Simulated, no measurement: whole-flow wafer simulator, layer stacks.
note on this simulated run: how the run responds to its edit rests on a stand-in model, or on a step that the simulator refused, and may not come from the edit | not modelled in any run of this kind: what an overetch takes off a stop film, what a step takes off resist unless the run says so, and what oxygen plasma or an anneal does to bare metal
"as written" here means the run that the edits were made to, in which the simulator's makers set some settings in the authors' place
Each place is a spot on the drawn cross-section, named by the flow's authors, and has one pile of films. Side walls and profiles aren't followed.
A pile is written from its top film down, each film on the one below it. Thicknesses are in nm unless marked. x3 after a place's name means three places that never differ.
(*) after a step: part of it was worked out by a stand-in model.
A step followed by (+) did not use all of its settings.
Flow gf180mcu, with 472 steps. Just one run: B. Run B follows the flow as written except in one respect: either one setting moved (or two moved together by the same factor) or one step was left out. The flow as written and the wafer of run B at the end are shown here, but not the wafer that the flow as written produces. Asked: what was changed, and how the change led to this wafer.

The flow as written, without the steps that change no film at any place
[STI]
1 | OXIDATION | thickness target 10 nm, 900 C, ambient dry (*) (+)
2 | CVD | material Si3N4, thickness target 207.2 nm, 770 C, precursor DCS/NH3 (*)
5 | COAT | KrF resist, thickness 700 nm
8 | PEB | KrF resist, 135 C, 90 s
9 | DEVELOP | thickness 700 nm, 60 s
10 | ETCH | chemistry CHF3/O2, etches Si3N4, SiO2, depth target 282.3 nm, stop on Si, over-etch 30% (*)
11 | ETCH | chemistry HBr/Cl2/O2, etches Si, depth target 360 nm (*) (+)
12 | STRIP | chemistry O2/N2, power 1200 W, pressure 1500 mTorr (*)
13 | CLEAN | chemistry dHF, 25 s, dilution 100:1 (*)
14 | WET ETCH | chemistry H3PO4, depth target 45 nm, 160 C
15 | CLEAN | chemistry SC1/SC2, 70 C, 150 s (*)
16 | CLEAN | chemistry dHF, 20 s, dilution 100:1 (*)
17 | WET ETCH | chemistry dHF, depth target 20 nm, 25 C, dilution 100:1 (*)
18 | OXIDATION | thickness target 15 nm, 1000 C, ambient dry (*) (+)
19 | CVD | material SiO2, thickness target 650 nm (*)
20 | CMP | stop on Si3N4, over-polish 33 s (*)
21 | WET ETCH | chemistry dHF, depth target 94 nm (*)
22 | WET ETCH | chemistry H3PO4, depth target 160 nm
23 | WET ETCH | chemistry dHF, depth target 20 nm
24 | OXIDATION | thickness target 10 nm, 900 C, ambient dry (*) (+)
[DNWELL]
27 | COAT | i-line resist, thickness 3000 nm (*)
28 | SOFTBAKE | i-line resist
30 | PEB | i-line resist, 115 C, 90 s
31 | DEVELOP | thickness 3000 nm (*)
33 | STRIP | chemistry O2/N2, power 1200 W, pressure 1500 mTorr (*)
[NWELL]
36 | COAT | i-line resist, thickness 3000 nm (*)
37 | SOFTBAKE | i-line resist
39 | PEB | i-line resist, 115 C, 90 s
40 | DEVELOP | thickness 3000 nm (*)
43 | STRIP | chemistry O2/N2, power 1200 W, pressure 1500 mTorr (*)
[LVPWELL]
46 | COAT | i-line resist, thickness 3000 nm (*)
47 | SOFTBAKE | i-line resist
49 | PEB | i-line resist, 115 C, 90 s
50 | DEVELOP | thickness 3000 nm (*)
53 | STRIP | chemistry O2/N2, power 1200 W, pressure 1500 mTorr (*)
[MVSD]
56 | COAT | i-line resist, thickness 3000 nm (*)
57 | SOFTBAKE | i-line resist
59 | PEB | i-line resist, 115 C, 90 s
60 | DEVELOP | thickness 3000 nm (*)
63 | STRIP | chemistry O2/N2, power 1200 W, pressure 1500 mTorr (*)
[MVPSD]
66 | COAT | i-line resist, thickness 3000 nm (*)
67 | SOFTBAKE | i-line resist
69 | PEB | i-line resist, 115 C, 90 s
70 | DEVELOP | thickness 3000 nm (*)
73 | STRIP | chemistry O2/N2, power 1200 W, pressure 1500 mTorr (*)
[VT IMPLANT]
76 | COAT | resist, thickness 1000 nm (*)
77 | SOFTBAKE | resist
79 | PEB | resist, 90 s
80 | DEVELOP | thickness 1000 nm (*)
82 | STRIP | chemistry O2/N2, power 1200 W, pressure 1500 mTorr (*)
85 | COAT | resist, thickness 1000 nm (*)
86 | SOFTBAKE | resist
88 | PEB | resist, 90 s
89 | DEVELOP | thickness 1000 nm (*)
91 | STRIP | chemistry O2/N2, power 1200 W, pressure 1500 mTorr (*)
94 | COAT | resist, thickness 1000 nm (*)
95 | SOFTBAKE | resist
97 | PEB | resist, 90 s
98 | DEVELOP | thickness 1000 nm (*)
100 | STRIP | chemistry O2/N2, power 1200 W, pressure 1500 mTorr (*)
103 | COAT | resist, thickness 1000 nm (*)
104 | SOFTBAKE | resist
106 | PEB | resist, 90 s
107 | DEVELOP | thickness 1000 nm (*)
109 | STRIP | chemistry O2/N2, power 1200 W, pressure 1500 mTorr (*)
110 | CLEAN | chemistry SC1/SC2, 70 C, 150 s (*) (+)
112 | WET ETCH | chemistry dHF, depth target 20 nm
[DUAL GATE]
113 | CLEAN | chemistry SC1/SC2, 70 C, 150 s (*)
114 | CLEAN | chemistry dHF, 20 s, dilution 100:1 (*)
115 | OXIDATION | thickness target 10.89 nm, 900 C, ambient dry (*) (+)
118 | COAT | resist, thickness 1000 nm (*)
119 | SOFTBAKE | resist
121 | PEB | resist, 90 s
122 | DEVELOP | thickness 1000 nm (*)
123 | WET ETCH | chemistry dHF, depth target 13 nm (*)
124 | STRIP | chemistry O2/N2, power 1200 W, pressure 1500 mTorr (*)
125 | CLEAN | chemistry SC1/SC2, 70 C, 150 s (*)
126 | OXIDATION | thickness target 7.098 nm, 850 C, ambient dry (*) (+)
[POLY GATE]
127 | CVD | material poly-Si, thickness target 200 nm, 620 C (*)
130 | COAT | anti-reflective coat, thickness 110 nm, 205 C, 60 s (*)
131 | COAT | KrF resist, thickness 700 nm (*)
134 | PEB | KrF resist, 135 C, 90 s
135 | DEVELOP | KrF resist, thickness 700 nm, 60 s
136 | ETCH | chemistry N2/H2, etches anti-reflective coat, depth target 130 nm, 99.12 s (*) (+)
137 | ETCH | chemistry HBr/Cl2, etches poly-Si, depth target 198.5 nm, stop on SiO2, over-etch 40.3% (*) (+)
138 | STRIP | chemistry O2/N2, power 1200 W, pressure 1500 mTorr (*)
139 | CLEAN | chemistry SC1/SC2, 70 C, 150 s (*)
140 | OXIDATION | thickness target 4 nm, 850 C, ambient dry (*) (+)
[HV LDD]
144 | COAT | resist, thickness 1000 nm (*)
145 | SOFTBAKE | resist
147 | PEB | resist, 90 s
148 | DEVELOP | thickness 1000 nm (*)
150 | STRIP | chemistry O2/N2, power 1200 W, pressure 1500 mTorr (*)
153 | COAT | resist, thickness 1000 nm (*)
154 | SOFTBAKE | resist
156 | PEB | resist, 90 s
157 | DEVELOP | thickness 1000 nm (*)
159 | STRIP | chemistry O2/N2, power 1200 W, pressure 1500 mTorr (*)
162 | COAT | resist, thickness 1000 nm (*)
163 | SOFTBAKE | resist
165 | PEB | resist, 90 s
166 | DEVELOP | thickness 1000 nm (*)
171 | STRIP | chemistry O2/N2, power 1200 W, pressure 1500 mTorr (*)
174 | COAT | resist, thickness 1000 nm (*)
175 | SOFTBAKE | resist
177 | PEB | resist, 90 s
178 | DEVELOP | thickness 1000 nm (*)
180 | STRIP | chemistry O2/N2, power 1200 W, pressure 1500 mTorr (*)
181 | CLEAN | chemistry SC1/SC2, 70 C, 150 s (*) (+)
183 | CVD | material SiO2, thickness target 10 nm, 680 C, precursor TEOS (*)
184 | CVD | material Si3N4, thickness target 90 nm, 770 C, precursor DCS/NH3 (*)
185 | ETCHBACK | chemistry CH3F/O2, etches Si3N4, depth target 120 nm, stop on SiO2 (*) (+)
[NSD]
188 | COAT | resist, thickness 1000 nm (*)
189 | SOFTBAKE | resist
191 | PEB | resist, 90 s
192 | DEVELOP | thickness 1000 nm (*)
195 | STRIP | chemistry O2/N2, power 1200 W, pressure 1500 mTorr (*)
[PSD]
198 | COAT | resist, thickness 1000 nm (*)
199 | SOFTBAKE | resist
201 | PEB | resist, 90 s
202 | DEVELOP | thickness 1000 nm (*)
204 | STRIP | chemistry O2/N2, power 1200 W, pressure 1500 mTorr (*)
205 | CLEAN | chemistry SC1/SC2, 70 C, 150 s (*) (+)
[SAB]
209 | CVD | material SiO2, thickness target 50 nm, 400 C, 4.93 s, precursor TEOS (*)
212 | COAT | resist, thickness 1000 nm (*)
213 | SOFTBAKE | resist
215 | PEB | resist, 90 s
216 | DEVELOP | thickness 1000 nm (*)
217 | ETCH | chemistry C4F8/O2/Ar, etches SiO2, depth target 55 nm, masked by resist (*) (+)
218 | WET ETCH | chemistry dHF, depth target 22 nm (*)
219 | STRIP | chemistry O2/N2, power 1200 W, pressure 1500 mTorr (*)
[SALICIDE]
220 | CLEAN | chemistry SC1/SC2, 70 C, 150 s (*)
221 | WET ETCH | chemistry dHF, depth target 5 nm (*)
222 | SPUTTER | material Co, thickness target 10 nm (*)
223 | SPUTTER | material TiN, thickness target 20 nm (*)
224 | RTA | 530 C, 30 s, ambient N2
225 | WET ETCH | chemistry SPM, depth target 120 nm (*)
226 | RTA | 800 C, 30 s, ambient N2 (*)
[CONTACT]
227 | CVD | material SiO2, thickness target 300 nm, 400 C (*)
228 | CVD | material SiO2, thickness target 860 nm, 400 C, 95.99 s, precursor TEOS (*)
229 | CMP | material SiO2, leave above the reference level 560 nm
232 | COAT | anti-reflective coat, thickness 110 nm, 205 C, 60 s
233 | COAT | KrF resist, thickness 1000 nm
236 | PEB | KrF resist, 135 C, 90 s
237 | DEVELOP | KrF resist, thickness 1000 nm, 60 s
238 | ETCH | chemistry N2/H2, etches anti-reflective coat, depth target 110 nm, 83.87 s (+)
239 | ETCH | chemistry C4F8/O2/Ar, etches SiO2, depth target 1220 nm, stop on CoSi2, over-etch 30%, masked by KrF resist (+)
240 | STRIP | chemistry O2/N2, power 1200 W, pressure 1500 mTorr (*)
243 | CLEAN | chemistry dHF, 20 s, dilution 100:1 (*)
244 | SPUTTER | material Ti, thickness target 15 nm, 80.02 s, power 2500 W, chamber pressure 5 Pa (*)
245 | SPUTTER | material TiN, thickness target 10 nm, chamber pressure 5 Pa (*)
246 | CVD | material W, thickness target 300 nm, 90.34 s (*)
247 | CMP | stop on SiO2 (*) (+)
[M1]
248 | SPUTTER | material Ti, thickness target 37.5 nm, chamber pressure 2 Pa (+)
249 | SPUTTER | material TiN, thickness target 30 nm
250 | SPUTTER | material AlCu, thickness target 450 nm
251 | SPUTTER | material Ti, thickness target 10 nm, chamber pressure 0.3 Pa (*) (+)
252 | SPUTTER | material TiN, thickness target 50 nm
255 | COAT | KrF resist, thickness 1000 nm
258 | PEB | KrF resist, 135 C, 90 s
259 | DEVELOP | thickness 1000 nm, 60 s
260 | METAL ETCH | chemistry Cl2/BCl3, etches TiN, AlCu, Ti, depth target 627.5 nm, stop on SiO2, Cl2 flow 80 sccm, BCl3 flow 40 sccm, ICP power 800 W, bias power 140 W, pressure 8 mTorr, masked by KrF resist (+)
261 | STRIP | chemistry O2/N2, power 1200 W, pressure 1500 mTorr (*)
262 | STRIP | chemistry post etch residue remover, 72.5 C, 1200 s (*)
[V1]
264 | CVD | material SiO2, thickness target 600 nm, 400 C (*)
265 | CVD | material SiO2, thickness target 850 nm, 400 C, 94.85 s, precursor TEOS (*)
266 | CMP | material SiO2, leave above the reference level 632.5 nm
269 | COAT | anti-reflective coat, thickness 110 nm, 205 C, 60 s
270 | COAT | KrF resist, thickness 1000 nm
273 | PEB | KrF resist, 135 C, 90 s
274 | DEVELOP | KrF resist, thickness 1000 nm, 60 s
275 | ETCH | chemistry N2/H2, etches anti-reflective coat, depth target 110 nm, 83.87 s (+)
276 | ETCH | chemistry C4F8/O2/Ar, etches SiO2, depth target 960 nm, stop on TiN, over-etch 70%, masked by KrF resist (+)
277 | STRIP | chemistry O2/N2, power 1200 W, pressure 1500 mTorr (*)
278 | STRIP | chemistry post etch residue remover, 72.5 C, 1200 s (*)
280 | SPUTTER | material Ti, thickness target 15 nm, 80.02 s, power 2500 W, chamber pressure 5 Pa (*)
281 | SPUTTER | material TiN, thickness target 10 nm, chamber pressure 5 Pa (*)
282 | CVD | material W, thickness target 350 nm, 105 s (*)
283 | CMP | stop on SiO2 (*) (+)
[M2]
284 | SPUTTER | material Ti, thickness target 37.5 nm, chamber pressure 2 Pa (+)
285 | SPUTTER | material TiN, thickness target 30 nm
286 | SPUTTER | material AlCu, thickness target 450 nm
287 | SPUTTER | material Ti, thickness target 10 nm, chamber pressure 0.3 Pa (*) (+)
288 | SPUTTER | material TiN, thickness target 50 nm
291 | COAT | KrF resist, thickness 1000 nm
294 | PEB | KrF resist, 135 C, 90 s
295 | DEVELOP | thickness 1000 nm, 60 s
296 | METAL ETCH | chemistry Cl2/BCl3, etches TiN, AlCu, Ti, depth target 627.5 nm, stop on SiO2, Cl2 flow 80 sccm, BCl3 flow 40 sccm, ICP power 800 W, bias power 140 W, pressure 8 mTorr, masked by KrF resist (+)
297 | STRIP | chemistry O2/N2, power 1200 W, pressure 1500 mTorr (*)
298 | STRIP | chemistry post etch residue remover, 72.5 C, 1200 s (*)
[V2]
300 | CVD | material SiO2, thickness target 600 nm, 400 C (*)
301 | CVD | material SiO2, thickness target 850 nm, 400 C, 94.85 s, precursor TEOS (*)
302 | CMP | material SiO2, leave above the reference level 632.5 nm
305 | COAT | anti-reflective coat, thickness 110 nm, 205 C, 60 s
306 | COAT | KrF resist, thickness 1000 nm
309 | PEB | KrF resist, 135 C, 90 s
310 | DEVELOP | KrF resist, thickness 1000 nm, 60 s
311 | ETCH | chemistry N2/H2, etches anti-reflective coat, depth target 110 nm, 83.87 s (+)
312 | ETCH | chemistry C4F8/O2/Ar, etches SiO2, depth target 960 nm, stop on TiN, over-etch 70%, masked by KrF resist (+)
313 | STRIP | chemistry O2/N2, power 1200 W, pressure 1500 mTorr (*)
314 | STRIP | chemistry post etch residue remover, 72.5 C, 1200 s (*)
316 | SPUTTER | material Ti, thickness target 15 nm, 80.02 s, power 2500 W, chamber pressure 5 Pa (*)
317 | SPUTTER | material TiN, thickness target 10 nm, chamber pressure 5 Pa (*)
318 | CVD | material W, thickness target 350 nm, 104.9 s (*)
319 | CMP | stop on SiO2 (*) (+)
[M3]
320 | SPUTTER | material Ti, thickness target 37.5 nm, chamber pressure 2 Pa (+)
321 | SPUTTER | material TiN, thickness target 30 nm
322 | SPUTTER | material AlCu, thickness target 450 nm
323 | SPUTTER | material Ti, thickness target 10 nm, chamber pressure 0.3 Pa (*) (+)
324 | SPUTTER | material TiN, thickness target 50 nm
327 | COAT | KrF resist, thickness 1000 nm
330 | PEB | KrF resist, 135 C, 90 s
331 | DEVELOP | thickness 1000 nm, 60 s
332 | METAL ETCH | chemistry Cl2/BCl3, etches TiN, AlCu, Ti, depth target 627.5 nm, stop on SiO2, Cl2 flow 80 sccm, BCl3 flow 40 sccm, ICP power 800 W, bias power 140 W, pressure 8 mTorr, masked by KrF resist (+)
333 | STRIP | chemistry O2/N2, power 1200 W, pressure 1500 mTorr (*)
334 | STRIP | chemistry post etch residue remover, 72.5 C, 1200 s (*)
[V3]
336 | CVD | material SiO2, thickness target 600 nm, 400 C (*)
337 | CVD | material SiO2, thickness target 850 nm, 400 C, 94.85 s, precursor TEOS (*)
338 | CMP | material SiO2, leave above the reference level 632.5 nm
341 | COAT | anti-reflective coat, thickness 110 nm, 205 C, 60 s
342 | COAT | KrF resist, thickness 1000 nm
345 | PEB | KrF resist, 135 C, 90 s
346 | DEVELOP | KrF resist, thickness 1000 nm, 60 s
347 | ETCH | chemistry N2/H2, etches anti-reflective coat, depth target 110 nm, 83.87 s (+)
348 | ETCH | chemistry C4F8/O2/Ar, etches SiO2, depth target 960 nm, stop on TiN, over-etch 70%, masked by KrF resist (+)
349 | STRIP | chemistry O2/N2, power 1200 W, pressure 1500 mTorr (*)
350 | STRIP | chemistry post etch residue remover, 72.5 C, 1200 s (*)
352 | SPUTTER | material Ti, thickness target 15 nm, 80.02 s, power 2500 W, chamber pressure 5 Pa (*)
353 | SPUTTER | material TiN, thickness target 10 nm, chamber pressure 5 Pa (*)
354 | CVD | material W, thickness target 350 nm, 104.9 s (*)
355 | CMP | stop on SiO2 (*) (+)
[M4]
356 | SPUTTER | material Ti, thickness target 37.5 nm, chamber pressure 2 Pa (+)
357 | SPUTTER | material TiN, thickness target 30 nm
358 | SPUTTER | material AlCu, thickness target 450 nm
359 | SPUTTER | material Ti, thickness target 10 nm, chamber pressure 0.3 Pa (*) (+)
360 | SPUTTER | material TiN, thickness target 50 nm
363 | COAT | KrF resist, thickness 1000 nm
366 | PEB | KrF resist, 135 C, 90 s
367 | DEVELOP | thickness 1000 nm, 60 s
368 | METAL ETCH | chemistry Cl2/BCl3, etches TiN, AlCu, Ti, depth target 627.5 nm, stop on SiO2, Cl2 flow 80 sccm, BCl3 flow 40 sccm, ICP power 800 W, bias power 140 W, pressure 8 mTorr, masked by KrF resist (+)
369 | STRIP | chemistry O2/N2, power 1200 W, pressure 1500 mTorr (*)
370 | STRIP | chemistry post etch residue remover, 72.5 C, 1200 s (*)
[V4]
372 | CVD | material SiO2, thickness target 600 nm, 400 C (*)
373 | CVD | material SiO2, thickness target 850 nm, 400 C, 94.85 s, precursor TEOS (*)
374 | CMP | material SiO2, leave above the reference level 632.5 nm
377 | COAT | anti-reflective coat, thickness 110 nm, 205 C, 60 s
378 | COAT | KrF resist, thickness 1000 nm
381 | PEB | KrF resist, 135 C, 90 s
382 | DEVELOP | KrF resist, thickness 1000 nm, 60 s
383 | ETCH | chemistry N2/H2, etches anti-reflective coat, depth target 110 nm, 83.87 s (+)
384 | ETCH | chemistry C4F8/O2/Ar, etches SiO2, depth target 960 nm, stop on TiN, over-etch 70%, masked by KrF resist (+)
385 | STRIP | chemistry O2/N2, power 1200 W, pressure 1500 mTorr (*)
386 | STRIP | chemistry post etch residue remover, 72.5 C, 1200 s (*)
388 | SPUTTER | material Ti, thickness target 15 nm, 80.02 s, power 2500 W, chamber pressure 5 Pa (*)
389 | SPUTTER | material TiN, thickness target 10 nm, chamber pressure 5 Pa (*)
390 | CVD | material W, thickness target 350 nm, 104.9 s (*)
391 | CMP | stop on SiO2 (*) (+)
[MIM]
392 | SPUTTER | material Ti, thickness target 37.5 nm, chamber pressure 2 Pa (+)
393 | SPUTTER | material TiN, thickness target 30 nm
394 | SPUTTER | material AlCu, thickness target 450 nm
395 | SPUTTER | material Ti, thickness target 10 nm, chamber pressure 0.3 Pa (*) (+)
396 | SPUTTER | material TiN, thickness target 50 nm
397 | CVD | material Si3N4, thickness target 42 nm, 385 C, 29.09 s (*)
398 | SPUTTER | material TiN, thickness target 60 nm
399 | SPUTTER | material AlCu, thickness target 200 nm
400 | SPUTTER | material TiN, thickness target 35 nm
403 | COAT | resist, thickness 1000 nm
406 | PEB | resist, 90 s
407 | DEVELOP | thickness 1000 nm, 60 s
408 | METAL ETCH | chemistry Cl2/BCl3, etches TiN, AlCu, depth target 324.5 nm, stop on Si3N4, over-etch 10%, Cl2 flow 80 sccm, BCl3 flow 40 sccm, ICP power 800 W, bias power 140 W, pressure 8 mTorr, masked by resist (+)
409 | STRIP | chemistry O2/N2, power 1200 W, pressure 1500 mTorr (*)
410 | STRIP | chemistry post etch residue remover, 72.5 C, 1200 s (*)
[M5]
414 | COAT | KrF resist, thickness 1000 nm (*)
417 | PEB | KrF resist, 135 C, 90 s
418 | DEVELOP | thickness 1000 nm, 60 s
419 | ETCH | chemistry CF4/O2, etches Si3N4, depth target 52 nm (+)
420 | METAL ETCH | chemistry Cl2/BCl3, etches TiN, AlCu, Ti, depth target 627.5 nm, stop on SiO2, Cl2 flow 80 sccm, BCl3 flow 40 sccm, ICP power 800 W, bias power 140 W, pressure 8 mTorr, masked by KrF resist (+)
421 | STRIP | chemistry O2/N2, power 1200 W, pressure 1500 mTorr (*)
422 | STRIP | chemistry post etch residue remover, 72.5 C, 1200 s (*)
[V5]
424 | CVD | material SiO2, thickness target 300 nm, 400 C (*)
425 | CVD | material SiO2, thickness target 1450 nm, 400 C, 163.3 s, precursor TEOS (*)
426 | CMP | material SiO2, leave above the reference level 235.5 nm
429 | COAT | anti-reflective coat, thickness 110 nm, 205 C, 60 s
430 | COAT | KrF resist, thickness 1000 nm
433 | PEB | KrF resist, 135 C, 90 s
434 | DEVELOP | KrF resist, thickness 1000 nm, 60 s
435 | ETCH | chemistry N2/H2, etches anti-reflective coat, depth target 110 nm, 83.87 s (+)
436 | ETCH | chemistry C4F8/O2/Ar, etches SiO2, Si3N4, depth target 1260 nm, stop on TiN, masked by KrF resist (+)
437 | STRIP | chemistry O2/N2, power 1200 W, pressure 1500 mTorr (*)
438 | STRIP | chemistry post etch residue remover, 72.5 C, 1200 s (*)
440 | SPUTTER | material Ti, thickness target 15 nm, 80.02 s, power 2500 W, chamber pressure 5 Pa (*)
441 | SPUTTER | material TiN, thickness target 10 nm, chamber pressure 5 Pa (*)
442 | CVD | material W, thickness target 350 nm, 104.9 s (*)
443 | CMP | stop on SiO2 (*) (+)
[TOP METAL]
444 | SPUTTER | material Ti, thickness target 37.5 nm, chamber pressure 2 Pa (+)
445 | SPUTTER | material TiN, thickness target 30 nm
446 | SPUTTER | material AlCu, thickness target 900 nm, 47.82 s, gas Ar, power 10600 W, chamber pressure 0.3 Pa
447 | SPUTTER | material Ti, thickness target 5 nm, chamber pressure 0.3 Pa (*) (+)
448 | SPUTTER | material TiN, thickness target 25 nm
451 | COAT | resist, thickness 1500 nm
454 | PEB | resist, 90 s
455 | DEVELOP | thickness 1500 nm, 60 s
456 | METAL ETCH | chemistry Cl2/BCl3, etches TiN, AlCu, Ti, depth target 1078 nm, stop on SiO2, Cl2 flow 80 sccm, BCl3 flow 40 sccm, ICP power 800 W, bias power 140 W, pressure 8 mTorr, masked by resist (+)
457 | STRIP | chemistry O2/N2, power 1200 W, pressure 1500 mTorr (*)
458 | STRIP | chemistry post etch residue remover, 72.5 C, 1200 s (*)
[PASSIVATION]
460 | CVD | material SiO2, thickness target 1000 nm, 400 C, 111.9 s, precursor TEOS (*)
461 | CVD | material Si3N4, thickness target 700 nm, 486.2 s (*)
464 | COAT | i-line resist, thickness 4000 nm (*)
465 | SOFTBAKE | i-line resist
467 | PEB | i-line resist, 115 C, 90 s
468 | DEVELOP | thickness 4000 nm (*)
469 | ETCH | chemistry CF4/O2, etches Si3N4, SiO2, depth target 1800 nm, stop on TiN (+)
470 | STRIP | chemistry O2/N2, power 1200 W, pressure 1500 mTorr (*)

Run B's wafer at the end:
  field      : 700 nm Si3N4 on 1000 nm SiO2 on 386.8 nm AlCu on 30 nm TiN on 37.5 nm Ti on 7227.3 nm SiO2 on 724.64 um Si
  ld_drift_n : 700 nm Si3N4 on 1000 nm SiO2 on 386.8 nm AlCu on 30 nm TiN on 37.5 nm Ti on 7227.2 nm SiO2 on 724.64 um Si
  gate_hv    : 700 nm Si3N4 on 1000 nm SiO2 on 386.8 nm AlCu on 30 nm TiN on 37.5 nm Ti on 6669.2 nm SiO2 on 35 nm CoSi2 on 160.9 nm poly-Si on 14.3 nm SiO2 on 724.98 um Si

Cause: step 446, SPUTTER: thickness target 1440 nm was run, while the flow as written has thickness target 900 nm.

How this came from the change, step by step:
  446 | SPUTTER | material AlCu, thickness target 900 nm, 47.82 s, gas Ar, power 10600 W, chamber pressure 0.3 Pa
      field, field__w1, field__w2 and 109 more: +1440 AlCu (new film) (it would be, as written: +900 AlCu (new film))
  456 | METAL ETCH | chemistry Cl2/BCl3, etches TiN, AlCu, Ti, depth target 1078 nm, stop on SiO2, Cl2 flow 80 sccm, BCl3 flow 40 sccm, ICP power 800 W, bias power 140 W, pressure 8 mTorr, masked by resist (+)
      field, field__w1, field__w2 and 103 more: -25 TiN (all of it), -5 Ti (all of it), -1047.5 AlCu (it would be, as written: -25 TiN (all of it), -5 Ti (all of it), -900 AlCu (all of it), -30 TiN (all of it), -37.5 Ti (all of it))
  458 | STRIP | chemistry post etch residue remover, 72.5 C, 1200 s (*)
      field, field__w1, field__w2 and 103 more: -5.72 AlCu (it would be, as written: nothing)
  460 | CVD | material SiO2, thickness target 1000 nm, 400 C, 111.9 s, precursor TEOS (*)
      field, field__w1, field__w2 and 103 more: +1000 SiO2 (new film) (it would be, as written: +1000 SiO2)
  464 | COAT | i-line resist, thickness 4000 nm (*)
      field__w8: +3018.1 i-line resist (new film) (it would be, as written: +3093.1 i-line resist (new film))
      contact: +3059.2 i-line resist (new film) (it would be, as written: +3153.6 i-line resist (new film))
      (as well as at 4 more places)
  465 | SOFTBAKE | i-line resist
      field__w5, field__w9: +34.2 i-line resist (it would be, as written: +37.3 i-line resist)
      field__w11, field__w13: +35.5 i-line resist (it would be, as written: +37.9 i-line resist)
      (as well as at 56 more places)
  467 | PEB | i-line resist, 115 C, 90 s
      field__w8, m1__w1: -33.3 i-line resist (it would be, as written: -34.7 i-line resist)
      contact, m1: -33.6 i-line resist (it would be, as written: -35.1 i-line resist)
      (as well as at 2 more places)
  468 | DEVELOP | thickness 4000 nm (*)
      pad: -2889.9 i-line resist (all of it) (it would be, as written: -2974.8 i-line resist (all of it))
  470 | STRIP | chemistry O2/N2, power 1200 W, pressure 1500 mTorr (*)
      field__w8, m1__w1: -1705.3 i-line resist (all of it) (it would be, as written: -1787.7 i-line resist (all of it))
      contact: -1722 i-line resist (all of it) (it would be, as written: -1811.2 i-line resist (all of it))
      (as well as at 2 more places)
With metal films that touch counted as one body, field has 1 body; the flow as written gives 0 bodies.
With metal films that touch counted as one body, ld_drift_n has 1 body; the flow as written gives 0 bodies.
With metal films that touch counted as one body, gate_hv has 2 bodies (between them, from the top down: SiO2 6669.2); the flow as written gives 1 body.
